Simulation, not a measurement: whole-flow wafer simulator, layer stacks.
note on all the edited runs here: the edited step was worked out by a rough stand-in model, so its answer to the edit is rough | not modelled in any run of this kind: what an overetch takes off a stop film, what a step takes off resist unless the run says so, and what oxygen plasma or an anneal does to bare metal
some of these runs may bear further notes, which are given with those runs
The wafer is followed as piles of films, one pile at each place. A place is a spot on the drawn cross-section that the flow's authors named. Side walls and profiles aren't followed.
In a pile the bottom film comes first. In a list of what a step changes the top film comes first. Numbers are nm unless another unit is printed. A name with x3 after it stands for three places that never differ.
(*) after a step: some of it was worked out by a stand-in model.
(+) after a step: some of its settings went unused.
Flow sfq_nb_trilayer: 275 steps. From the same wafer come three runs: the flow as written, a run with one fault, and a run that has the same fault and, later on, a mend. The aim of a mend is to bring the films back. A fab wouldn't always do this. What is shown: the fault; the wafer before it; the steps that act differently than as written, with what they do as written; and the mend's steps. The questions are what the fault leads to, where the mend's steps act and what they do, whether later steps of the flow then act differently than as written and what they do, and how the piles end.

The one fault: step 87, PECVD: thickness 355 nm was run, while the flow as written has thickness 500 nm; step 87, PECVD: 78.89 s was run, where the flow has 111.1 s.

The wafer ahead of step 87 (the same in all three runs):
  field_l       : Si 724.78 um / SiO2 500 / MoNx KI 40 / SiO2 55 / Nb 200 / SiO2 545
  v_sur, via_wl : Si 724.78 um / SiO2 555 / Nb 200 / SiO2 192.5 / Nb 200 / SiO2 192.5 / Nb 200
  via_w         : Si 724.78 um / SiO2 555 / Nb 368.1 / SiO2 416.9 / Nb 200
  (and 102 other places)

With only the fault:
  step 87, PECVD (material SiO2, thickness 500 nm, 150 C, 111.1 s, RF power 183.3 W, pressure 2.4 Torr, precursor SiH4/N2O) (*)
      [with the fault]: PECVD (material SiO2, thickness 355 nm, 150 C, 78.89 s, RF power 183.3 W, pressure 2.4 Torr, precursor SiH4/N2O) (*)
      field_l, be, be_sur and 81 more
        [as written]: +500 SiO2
        [with the fault]: +355 SiO2
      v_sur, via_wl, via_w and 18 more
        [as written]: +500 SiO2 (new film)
        [with the fault]: +355 SiO2 (new film)
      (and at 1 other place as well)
  Later steps of the flow acting differently than as written (6 other steps are not shown; they differ only slightly, by no more than 2% or 0.5 nm, whichever is larger):
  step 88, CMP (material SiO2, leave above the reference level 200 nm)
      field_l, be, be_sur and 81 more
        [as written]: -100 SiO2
        [with the fault]: nothing
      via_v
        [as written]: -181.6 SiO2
        [with the fault]: nothing
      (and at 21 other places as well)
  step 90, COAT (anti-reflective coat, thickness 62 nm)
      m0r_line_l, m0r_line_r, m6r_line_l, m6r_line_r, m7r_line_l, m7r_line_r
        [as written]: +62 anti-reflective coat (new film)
        [with the fault]: +63.3 anti-reflective coat (new film)
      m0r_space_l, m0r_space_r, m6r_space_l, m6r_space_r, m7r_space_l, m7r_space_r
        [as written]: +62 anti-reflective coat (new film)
        [with the fault]: +68.4 anti-reflective coat (new film)
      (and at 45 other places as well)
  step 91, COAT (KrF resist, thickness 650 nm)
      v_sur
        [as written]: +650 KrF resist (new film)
        [with the fault]: +634.1 KrF resist (new film)
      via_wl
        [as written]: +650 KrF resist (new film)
        [with the fault]: +631.7 KrF resist (new film)
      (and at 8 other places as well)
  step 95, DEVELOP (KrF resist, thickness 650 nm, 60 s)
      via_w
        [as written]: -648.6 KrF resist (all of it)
        [with the fault]: -633 KrF resist (all of it)
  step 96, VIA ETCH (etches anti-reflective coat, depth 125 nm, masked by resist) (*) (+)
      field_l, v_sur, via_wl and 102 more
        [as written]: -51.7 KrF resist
        [with the fault]: -48.7 KrF resist
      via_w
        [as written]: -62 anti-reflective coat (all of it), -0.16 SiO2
        [with the fault]: -58.4 anti-reflective coat (all of it), -0.15 SiO2
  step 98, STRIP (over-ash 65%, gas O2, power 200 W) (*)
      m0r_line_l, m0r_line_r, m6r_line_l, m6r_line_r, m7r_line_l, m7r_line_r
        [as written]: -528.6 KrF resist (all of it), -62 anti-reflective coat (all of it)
        [with the fault]: -539.9 KrF resist (all of it), -63.3 anti-reflective coat (all of it)
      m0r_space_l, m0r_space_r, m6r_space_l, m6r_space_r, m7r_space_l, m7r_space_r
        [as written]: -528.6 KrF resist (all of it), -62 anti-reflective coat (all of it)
        [with the fault]: -536.5 KrF resist (all of it), -68.4 anti-reflective coat (all of it)
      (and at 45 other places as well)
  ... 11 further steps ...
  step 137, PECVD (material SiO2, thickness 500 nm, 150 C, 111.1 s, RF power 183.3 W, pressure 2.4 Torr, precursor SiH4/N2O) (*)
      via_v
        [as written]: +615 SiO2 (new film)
        [with the fault]: +644.2 SiO2 (new film)
  At via_v, p4_w1, p4_w2 and 7 more, the piles at the end differ from the flow's by more than 2% or 0.5 nm, whichever is larger.
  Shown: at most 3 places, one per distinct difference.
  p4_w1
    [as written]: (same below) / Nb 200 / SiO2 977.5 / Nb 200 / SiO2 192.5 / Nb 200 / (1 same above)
    [with the fault]: (same below) / Nb 200 / SiO2 932.5 / Nb 200 / SiO2 237.5 / Nb 200 / (1 same above)
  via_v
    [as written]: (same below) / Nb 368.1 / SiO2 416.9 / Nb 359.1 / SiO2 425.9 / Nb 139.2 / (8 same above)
    [with the fault]: (same below) / Nb 368.1 / SiO2 392.9 / Nb 353.9 / SiO2 455.1 / Nb 139.2 / (8 same above)

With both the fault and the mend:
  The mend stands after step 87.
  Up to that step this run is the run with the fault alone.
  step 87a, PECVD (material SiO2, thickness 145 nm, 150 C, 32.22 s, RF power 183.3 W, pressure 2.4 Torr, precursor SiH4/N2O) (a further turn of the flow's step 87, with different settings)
      field_l, v_sur, via_wl and 102 more
        +145 SiO2
      via_v
        +137.7 SiO2
  Later steps of the flow acting differently than as written:
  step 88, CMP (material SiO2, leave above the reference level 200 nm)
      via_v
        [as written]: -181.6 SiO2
        [with the mend]: -113.7 SiO2
  At every place that both follow, the piles at the end match the flow's.
